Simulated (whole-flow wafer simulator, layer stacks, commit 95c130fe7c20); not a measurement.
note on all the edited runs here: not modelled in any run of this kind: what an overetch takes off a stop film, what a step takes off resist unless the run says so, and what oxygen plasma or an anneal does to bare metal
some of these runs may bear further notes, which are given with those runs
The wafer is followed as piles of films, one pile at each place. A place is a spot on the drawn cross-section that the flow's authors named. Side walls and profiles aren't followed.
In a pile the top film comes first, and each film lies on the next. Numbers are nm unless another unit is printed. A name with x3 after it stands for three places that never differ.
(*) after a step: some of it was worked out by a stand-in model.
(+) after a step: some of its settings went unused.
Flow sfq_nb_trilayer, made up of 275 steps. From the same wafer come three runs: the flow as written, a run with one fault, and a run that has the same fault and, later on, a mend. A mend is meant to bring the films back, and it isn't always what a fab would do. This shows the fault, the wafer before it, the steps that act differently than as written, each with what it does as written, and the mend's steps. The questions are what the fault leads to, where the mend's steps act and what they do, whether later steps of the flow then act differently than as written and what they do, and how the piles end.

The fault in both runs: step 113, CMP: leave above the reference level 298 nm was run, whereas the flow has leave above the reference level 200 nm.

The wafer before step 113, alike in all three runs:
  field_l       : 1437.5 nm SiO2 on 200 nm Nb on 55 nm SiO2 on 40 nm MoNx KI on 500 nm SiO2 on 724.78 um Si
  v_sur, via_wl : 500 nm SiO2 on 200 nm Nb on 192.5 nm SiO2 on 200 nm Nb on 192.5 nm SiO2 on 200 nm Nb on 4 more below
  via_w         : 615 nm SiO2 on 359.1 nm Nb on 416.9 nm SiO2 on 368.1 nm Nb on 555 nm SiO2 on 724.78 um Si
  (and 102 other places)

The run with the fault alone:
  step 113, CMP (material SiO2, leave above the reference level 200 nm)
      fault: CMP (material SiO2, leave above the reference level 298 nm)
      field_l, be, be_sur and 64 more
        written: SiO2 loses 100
        fault: SiO2 loses 2
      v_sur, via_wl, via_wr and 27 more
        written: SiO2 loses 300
        fault: SiO2 loses 202
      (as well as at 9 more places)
  Later steps of the flow acting differently than as written (4 other steps are not shown; they differ only slightly, by no more than 2% or 0.5 nm, whichever is larger):
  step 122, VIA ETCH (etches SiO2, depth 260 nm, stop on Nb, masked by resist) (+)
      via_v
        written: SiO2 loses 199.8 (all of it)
        fault: SiO2 loses 260
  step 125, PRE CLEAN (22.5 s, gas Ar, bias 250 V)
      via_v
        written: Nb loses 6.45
        fault: SiO2 loses 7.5
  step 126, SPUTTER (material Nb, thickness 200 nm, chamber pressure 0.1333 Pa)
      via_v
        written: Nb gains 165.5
        fault: Nb gains 152.6 (new film)
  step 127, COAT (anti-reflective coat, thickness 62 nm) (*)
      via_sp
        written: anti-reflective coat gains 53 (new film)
        fault: anti-reflective coat gains 50.1 (new film)
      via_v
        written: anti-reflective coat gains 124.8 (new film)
        fault: anti-reflective coat gains 128.6 (new film)
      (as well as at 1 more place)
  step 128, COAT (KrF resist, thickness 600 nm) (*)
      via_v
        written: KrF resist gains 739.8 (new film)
        fault: KrF resist gains 797.5 (new film)
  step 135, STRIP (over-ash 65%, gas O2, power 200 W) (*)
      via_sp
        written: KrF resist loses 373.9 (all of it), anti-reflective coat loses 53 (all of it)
        fault: KrF resist loses 369.8 (all of it), anti-reflective coat loses 50.1 (all of it)
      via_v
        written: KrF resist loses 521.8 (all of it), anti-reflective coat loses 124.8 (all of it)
        fault: KrF resist loses 579.3 (all of it), anti-reflective coat loses 128.6 (all of it)
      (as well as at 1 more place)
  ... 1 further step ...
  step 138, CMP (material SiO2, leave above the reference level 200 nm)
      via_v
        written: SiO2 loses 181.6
        fault: SiO2 loses 157.1
  The piles end different from the flow's at field_l, v_sur, via_wl and 103 more by more than 2% or 0.5 nm, whichever is larger.
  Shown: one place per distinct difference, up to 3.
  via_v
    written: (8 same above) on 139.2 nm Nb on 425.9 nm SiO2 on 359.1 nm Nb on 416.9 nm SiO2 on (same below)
    fault: (8 same above) on 139.2 nm Nb on 500.1 nm SiO2 on 152.6 nm Nb on 30.3 nm SiO2 on 200 nm Nb on 416.9 nm SiO2 on (same below)
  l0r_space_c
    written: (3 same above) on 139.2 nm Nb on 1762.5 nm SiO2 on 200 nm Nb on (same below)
    fault: (3 same above) on 139.2 nm Nb on 1860.5 nm SiO2 on 200 nm Nb on (same below)
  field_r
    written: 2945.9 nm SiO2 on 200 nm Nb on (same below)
    fault: 3043.9 nm SiO2 on 200 nm Nb on (same below)

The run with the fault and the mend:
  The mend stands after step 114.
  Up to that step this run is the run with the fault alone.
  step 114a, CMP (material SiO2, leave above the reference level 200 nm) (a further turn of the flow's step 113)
      field_l, v_sur, via_wl and 103 more
        SiO2 loses 98
  Later steps of the flow that are run all act as written at every place that is followed.
  The piles end the same as the flow's at every place that both follow.
